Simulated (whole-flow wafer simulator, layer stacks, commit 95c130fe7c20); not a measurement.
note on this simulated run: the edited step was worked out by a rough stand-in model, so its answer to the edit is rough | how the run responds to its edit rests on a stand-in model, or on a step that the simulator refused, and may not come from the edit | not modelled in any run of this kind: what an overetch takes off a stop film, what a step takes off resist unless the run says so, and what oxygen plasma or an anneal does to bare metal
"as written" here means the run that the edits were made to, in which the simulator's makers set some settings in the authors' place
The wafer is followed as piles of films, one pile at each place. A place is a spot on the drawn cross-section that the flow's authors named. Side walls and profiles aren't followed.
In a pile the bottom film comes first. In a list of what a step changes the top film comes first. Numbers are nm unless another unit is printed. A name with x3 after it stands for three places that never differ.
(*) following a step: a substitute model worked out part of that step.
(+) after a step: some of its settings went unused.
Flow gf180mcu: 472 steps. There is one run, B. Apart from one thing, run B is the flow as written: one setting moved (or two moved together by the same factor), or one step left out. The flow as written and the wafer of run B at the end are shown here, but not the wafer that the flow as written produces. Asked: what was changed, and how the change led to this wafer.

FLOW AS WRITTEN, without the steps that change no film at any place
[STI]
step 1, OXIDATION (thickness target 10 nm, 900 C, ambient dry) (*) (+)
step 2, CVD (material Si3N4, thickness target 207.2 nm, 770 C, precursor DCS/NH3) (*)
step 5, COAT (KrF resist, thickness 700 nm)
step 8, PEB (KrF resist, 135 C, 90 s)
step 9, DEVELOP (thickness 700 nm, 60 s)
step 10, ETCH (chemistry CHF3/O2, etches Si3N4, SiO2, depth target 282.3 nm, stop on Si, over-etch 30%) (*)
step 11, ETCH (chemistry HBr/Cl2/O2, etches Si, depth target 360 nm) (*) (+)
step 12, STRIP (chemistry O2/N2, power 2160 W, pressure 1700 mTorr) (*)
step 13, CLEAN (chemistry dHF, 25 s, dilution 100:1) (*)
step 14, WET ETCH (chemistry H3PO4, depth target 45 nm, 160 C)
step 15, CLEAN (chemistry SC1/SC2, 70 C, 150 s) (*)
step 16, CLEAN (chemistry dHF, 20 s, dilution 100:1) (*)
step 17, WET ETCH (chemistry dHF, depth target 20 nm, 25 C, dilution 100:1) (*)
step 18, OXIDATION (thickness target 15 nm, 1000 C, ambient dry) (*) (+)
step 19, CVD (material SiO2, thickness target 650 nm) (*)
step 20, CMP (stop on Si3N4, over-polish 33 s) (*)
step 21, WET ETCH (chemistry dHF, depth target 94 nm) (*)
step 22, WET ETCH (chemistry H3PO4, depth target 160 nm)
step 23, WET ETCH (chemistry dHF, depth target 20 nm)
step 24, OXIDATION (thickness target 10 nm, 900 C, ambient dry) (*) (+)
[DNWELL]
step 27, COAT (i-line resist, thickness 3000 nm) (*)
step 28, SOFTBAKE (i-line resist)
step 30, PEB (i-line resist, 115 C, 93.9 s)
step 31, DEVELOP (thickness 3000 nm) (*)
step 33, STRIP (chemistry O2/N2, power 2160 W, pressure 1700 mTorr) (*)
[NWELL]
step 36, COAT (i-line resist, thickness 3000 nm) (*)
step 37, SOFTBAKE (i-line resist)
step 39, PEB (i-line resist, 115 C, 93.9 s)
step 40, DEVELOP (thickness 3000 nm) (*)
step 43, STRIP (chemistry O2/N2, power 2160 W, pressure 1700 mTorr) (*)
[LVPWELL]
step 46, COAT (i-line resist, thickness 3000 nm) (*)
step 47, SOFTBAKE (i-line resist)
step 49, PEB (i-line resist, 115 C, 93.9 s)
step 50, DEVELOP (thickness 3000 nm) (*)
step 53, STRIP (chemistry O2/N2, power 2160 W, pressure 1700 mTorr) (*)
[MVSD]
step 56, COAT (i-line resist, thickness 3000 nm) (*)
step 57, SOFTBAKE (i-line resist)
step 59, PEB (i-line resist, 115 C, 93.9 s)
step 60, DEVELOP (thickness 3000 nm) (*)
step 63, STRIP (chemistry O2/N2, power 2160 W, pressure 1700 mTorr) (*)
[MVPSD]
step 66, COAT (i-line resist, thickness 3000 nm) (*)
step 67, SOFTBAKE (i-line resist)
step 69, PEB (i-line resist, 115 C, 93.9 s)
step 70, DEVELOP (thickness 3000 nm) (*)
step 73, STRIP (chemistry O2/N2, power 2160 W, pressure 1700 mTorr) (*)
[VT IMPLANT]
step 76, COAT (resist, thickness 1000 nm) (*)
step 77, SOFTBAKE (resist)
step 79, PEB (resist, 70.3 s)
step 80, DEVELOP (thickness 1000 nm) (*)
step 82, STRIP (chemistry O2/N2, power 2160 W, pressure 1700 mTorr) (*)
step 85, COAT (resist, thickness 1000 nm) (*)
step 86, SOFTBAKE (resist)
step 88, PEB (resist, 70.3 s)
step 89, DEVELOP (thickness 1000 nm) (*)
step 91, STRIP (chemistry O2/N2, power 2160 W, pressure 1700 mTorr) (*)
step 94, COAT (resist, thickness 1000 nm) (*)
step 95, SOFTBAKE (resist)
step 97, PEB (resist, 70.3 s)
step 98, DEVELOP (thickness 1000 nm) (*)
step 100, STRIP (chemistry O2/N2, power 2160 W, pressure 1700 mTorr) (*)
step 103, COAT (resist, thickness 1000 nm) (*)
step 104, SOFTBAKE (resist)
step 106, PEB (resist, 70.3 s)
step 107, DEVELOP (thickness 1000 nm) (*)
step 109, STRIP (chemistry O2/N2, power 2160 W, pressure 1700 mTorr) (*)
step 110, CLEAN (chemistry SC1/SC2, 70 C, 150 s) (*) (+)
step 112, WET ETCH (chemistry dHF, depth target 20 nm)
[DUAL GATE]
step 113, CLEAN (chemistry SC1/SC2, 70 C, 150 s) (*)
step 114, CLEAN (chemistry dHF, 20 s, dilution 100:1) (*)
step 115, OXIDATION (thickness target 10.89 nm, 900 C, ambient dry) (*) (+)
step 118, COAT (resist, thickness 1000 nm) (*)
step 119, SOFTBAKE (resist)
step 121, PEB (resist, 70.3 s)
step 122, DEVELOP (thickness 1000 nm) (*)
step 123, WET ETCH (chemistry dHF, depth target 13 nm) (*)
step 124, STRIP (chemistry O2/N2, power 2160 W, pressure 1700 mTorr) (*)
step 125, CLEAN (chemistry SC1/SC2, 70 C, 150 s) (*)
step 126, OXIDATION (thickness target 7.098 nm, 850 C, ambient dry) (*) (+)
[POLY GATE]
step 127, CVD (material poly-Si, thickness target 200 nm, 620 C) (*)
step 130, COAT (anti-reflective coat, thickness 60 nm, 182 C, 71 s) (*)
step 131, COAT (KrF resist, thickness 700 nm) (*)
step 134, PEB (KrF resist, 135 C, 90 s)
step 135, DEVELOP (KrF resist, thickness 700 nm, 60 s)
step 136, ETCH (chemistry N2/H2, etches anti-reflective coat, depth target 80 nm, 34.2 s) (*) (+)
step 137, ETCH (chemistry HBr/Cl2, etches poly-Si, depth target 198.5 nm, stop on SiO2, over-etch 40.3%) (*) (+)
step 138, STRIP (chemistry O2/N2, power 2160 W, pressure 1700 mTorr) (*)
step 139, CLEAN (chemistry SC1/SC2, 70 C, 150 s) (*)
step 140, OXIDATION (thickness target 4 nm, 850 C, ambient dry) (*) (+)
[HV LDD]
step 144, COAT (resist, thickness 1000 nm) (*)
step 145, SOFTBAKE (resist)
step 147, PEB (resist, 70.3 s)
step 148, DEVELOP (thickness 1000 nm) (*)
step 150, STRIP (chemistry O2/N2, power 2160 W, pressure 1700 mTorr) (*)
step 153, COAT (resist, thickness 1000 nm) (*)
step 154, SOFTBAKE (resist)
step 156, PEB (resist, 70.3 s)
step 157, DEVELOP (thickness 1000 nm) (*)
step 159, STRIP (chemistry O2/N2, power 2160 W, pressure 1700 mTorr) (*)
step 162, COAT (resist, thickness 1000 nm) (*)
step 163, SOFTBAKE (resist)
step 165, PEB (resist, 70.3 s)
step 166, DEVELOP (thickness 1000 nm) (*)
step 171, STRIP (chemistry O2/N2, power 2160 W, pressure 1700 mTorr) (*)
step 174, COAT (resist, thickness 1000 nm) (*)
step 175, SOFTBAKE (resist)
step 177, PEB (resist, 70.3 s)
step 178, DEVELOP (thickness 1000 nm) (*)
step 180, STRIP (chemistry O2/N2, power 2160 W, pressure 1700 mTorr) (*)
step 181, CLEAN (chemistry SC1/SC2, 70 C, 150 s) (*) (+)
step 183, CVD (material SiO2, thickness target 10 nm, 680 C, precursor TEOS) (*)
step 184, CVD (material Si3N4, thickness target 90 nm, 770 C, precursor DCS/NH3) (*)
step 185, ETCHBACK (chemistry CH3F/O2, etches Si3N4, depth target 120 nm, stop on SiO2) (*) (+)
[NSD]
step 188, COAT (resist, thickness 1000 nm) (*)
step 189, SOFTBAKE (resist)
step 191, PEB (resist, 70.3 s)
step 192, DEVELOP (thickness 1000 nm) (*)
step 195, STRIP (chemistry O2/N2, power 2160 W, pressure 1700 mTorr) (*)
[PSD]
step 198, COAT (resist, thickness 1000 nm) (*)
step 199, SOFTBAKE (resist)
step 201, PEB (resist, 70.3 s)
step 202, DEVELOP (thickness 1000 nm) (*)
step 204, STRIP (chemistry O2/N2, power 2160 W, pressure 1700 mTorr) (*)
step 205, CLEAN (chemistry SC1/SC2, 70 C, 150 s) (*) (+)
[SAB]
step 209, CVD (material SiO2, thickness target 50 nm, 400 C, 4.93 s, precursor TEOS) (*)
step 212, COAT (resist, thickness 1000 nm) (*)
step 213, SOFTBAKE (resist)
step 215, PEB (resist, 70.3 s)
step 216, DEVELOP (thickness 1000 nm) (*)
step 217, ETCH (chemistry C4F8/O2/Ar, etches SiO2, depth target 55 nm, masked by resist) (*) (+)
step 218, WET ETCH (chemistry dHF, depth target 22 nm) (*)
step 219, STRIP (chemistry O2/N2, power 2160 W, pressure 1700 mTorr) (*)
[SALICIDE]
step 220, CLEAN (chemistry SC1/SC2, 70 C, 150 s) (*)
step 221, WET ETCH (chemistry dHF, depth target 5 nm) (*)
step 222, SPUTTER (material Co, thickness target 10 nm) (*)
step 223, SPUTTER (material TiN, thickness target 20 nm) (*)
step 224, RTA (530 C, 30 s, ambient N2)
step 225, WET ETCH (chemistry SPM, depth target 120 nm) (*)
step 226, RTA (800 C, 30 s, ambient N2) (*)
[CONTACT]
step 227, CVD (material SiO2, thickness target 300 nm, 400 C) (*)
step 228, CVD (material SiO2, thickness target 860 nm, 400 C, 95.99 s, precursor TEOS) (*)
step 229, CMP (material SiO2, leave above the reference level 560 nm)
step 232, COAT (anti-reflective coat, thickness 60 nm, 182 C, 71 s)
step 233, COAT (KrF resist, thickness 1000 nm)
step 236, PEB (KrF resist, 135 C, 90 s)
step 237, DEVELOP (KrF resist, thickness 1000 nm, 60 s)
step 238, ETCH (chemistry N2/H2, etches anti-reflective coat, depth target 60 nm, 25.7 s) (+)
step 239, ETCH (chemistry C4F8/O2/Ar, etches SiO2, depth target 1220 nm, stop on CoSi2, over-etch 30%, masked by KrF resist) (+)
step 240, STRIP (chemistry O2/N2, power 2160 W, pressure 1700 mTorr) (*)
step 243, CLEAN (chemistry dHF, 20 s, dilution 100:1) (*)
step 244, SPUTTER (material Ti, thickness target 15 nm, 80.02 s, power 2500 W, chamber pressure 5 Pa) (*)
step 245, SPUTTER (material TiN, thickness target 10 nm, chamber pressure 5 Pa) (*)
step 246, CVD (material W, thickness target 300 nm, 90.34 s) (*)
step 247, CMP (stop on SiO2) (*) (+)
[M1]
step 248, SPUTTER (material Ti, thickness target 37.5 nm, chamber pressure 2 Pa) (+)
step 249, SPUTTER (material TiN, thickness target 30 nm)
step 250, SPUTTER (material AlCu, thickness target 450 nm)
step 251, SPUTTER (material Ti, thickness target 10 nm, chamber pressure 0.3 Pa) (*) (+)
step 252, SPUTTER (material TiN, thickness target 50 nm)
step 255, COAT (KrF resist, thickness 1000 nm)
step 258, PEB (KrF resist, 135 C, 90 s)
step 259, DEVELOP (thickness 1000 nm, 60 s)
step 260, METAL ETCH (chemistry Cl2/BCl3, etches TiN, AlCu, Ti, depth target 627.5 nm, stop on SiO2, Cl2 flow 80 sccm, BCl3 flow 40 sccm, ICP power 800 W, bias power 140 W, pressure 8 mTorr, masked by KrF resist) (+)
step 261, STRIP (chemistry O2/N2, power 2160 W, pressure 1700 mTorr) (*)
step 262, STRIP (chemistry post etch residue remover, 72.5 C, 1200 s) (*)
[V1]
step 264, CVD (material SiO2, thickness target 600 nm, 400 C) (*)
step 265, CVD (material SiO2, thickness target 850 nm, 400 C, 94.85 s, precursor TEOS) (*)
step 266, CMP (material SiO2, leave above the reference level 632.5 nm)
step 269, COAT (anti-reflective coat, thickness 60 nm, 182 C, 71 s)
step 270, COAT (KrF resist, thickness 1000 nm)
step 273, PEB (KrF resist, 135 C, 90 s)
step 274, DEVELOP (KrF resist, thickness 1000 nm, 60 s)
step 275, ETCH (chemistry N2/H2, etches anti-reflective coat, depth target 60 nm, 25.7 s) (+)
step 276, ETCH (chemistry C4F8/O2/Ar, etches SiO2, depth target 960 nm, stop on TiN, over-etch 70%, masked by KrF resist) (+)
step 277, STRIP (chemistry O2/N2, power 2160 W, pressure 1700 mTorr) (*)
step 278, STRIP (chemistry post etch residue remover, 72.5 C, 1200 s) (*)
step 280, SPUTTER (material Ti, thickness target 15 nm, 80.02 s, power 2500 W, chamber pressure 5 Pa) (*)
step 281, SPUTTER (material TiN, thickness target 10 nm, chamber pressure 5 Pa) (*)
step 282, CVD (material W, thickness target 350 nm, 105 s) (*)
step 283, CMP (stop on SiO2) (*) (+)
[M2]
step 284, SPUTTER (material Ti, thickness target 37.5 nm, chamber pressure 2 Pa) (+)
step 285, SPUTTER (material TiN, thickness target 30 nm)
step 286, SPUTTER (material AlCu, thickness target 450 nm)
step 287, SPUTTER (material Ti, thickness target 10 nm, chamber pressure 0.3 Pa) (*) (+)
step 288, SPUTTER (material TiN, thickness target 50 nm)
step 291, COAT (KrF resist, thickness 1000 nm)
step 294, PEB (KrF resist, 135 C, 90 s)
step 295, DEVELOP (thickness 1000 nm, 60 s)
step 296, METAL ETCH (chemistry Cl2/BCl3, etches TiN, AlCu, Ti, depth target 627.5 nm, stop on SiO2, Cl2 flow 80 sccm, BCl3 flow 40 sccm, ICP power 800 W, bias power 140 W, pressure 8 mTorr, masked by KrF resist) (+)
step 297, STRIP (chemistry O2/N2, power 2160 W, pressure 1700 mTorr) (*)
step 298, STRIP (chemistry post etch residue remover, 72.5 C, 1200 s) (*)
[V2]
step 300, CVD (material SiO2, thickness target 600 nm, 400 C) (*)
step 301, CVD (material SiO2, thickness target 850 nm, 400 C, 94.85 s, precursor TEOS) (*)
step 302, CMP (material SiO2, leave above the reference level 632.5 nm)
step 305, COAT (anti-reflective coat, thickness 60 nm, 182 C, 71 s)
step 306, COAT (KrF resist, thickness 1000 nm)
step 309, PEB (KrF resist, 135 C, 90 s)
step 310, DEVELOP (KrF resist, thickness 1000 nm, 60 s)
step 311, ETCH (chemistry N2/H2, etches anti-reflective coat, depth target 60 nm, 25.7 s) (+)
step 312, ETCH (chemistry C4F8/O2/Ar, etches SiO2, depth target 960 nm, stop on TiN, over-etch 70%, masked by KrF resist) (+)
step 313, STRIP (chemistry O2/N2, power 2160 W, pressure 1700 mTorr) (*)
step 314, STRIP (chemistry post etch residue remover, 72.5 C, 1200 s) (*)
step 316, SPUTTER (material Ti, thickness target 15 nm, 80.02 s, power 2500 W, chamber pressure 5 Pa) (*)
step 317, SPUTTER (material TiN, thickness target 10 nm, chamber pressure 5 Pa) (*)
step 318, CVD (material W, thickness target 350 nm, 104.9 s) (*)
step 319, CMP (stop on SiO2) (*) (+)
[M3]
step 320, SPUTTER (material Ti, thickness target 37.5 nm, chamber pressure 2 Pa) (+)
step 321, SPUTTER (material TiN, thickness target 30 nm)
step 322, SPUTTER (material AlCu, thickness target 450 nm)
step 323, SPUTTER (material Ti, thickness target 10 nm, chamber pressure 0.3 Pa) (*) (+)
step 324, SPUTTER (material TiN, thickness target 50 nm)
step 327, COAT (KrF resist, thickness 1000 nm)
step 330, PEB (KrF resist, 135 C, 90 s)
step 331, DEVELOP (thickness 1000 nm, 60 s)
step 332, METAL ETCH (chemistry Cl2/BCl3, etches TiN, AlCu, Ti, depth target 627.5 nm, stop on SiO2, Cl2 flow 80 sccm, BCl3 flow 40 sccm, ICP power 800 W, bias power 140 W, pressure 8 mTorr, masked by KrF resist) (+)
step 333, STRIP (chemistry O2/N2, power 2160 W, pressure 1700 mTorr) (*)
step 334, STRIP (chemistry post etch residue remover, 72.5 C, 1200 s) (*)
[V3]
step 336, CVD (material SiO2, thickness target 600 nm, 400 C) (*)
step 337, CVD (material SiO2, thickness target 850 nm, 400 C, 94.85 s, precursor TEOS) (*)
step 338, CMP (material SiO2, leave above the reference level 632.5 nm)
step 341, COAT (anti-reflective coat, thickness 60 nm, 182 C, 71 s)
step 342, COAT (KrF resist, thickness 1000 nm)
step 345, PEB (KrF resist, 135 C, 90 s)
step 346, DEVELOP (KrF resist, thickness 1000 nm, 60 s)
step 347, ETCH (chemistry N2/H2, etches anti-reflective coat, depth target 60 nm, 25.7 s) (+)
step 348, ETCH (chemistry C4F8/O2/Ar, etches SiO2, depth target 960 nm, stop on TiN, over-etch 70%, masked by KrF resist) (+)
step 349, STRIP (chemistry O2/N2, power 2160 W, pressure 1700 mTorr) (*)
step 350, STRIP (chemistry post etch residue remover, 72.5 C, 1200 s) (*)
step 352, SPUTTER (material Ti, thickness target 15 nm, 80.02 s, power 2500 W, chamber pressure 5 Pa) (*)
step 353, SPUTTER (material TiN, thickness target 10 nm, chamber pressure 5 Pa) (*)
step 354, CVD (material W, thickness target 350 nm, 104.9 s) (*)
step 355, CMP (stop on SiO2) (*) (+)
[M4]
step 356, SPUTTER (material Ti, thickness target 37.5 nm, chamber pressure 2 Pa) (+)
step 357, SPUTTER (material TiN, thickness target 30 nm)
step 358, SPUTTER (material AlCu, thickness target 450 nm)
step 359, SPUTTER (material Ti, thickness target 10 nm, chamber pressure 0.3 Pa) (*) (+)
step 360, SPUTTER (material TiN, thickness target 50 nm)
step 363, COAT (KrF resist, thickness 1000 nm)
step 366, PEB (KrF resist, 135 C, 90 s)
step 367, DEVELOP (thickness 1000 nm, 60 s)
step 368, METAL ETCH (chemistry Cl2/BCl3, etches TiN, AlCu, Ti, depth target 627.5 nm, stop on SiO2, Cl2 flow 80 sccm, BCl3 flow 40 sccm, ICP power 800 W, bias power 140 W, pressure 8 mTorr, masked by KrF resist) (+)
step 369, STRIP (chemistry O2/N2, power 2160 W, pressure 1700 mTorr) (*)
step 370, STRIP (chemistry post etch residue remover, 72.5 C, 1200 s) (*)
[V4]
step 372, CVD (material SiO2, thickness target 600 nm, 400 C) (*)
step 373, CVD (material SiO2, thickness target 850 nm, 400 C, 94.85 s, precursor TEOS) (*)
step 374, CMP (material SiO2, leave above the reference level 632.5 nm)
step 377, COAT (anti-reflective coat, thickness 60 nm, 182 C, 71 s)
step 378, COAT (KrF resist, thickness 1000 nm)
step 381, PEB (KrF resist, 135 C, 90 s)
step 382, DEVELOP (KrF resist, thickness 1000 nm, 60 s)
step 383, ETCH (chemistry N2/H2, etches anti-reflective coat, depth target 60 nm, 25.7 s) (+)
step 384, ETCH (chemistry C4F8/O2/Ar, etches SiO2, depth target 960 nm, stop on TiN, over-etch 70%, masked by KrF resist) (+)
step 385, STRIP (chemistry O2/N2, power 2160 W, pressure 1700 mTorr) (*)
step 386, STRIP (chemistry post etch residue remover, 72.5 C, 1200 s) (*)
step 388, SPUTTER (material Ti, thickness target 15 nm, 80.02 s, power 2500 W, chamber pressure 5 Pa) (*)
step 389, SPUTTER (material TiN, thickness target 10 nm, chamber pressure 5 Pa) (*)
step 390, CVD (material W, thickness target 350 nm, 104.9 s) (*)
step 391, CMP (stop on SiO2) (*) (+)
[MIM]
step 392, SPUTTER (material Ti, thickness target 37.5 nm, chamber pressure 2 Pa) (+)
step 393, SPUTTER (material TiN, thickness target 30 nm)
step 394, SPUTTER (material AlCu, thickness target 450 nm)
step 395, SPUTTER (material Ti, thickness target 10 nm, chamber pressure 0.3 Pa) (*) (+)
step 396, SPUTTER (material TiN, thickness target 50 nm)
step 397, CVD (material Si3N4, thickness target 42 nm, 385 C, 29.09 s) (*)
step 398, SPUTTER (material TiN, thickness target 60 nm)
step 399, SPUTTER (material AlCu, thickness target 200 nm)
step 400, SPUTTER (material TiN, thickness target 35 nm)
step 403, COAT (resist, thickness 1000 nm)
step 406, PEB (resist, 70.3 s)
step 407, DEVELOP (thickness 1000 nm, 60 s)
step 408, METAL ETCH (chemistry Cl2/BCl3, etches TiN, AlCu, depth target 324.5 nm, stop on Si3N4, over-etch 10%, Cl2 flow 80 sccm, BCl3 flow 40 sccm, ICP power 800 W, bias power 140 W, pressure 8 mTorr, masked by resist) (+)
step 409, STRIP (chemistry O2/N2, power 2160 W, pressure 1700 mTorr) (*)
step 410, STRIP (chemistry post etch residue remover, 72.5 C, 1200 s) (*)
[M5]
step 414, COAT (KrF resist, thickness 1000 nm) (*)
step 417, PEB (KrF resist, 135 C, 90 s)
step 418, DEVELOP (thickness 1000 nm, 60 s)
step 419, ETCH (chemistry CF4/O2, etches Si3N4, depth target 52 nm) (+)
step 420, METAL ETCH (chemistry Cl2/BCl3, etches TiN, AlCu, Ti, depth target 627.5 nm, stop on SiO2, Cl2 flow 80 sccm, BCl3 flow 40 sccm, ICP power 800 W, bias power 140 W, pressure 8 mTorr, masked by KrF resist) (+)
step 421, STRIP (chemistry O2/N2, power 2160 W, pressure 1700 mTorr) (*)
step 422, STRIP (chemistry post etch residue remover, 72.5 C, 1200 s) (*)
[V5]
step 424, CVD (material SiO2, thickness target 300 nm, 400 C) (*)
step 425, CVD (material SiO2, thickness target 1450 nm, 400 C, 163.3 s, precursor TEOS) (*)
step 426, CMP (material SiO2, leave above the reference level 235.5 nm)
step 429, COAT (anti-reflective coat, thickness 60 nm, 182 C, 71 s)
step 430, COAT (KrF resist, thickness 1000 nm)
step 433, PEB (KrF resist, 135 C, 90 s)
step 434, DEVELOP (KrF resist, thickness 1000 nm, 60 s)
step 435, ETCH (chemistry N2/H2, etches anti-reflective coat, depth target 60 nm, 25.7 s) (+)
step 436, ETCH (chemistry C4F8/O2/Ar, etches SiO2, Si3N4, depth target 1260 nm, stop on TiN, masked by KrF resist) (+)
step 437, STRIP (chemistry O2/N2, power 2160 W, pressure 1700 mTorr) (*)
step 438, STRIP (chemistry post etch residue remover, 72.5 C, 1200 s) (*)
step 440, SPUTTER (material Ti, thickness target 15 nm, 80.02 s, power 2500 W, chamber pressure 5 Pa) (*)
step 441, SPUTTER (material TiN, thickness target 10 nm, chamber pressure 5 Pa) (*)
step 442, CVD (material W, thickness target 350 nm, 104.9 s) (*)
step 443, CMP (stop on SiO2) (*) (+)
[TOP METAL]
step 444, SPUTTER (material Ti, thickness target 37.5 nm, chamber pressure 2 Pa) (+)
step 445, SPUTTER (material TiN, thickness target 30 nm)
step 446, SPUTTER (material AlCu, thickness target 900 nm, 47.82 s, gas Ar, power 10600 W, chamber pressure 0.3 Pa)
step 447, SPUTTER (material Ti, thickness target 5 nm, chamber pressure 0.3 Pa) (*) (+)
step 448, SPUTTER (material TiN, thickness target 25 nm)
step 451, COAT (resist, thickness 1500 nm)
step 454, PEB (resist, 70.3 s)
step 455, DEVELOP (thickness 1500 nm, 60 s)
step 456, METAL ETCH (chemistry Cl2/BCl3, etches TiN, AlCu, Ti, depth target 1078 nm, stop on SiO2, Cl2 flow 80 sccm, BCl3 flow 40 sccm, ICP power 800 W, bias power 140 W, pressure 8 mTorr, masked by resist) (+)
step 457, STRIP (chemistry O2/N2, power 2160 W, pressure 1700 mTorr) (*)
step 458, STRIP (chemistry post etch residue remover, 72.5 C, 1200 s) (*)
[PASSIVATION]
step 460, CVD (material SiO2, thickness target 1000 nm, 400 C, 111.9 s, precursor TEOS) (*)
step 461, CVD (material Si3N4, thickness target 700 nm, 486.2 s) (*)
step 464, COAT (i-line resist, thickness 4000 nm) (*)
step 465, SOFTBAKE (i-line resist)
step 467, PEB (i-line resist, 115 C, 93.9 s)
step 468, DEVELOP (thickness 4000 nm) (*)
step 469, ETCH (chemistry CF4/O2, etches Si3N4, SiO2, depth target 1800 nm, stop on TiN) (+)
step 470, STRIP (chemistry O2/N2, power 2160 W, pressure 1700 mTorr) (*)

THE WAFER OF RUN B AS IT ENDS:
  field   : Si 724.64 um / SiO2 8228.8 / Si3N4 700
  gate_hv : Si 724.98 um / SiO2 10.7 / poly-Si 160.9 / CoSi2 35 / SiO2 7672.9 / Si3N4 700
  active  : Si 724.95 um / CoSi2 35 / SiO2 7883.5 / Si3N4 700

What caused this: step 115, OXIDATION: thickness target 6.804 nm was run, whereas the flow has thickness target 10.89 nm.

How this came from the change, step by step:
  step 115, OXIDATION (thickness target 10.89 nm, 900 C, ambient dry) (*) (+)
      active, n_well, p_well and 40 more: SiO2 gains 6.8 (new film), Si loses 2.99 (it would be, as written: SiO2 gains 10.9 (new film), Si loses 4.79)
      sti, mim_1p0, pad and 21 more: SiO2 gains 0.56, Si loses 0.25 (it would be, as written: SiO2 gains 1.22, Si loses 0.54)
      (as well as at 25 more places)
  step 123, WET ETCH (chemistry dHF, depth target 13 nm) (*)
      active, n_well, p_well and 12 more: SiO2 loses 6.8 (all of it) (it would be, as written: SiO2 loses 10.9 (all of it))
  step 126, OXIDATION (thickness target 7.098 nm, 850 C, ambient dry) (*) (+)
      gate_hv, active_hv, active_nat and 25 more: SiO2 gains 4.25, Si loses 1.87 (it would be, as written: SiO2 gains 3.72, Si loses 1.64)
  step 130, COAT (anti-reflective coat, thickness 60 nm, 182 C, 71 s) (*)
      p_well, spacer, sd_n: anti-reflective coat gains 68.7 (new film) (it would be, as written: anti-reflective coat gains 70.9 (new film))
      contact: anti-reflective coat gains 65.5 (new film) (it would be, as written: anti-reflective coat gains 67.5 (new film))
      (as well as at 4 more places)
  step 136, ETCH (chemistry N2/H2, etches anti-reflective coat, depth target 80 nm, 34.2 s) (*) (+)
      p_well, spacer, sd_n: anti-reflective coat loses 68.7 (all of it), poly-Si loses 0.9 (it would be, as written: anti-reflective coat loses 70.9 (all of it), poly-Si loses 0.85)
      contact: anti-reflective coat loses 65.5 (all of it), poly-Si loses 0.99 (it would be, as written: anti-reflective coat loses 67.5 (all of it), poly-Si loses 0.94)
      (as well as at 3 more places)
  step 138, STRIP (chemistry O2/N2, power 2160 W, pressure 1700 mTorr) (*)
      ld_fp_p: chemical SiO2 gains 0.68 (new film), KrF resist loses 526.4 (all of it), anti-reflective coat loses 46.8 (all of it), poly-Si loses 0.3 (it would be, as written: chemical SiO2 gains 0.68 (new film), KrF resist loses 526.2 (all of it), anti-reflective coat loses 47.8 (all of it), poly-Si loses 0.3)
  step 145, SOFTBAKE (resist)
      active_nat: resist gains 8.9 (it would be, as written: resist gains 4.68)
  step 154, SOFTBAKE (resist)
      active_nat: resist gains 8.9 (it would be, as written: resist gains 4.68)
  step 163, SOFTBAKE (resist)
      active_nat: resist gains 8.9 (it would be, as written: resist gains 4.68)
  step 175, SOFTBAKE (resist)
      active_nat: resist gains 8.9 (it would be, as written: resist gains 4.68)
  step 189, SOFTBAKE (resist)
      active_hv: resist loses 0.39 (it would be, as written: resist gains 2.68)
      nw_enc_fld_lv__w3: resist loses 1.69 (it would be, as written: resist gains 2.11)
  step 199, SOFTBAKE (resist)
      active_hv: resist loses 0.39 (it would be, as written: resist gains 2.68)
      nw_enc_fld_lv__w3: resist loses 1.69 (it would be, as written: resist gains 2.11)
  step 218, WET ETCH (chemistry dHF, depth target 22 nm) (*)
      ldn_tap, ldn_src, ldn_drn, ldp_tap, ldp_src, ldp_drn, ldp_gr: SiO2 loses 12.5 (all of it) (it would be, as written: SiO2 loses 16 (all of it))
      ld_drn_n, ld_sd_p: SiO2 loses 11.3 (all of it) (it would be, as written: SiO2 loses 14.8 (all of it))
      (as well as at 5 more places)
  step 223, SPUTTER (material TiN, thickness target 20 nm) (*)
      field__w12: TiN gains 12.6 (new film) (it would be, as written: TiN gains 12 (new film))
  step 225, WET ETCH (chemistry SPM, depth target 120 nm) (*)
      field__w12: TiN loses 12.6 (all of it), Co loses 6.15 (all of it) (it would be, as written: TiN loses 12 (all of it), Co loses 6.15 (all of it))
